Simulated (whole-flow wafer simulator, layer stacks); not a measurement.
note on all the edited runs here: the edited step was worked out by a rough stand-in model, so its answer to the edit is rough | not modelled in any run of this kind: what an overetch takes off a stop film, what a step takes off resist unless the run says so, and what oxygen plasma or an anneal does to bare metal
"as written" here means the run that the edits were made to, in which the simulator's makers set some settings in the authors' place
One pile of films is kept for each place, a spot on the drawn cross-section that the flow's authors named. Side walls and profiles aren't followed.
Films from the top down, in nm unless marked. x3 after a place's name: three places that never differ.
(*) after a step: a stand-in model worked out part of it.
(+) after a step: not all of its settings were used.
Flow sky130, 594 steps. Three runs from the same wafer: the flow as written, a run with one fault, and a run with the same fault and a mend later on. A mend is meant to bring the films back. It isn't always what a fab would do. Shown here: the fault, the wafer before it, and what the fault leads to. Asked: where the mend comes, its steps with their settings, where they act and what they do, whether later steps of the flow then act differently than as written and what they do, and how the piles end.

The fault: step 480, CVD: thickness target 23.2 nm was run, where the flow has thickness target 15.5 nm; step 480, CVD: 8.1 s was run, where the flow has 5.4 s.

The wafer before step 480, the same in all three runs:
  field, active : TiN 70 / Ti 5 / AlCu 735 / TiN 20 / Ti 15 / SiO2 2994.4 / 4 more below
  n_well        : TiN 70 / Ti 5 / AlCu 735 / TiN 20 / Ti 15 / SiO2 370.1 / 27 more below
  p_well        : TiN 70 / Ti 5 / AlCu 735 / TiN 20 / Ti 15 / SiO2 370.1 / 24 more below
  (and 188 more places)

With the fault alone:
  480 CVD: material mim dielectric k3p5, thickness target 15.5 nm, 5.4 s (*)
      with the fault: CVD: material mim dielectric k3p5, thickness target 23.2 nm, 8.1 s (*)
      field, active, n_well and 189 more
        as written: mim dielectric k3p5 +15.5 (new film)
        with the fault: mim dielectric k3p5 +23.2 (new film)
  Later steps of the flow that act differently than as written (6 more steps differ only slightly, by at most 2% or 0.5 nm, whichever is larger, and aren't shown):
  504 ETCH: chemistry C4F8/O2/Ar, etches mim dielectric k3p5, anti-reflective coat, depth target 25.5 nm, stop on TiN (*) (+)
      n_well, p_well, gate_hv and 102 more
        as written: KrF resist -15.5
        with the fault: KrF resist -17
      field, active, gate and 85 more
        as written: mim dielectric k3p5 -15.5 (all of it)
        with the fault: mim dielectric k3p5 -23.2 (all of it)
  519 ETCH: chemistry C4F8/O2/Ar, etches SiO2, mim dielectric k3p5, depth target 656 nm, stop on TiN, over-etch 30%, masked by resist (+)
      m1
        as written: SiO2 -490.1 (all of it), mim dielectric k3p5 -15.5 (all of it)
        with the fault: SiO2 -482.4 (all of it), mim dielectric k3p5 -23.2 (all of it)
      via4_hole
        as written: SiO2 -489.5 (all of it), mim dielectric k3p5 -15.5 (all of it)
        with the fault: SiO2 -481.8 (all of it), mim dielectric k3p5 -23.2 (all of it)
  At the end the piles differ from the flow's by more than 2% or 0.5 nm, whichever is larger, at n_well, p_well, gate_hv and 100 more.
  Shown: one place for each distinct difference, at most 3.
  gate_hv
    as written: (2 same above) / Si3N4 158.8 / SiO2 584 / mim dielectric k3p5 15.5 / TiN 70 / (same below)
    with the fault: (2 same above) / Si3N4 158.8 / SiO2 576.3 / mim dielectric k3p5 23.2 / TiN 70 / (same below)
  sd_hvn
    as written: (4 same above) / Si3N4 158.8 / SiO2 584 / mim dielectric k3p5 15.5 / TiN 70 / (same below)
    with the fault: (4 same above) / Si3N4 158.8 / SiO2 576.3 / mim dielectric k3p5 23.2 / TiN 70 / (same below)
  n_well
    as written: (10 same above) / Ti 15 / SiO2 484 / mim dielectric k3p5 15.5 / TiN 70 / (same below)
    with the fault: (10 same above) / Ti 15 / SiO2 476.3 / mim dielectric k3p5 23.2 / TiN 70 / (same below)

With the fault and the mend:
  The mend comes after step 480.
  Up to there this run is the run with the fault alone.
  480a ETCH: chemistry C4F8/O2/Ar, etches mim dielectric k3p5, anti-reflective coat, depth target 7.7 nm (*) (the flow's step 450 once more, with other settings)
      field, active, n_well and 189 more
        mim dielectric k3p5 -7.7
  No later step of the flow acts differently than as written at any place that is followed.
  At the end the piles are the same as the flow's at every place that both follow.
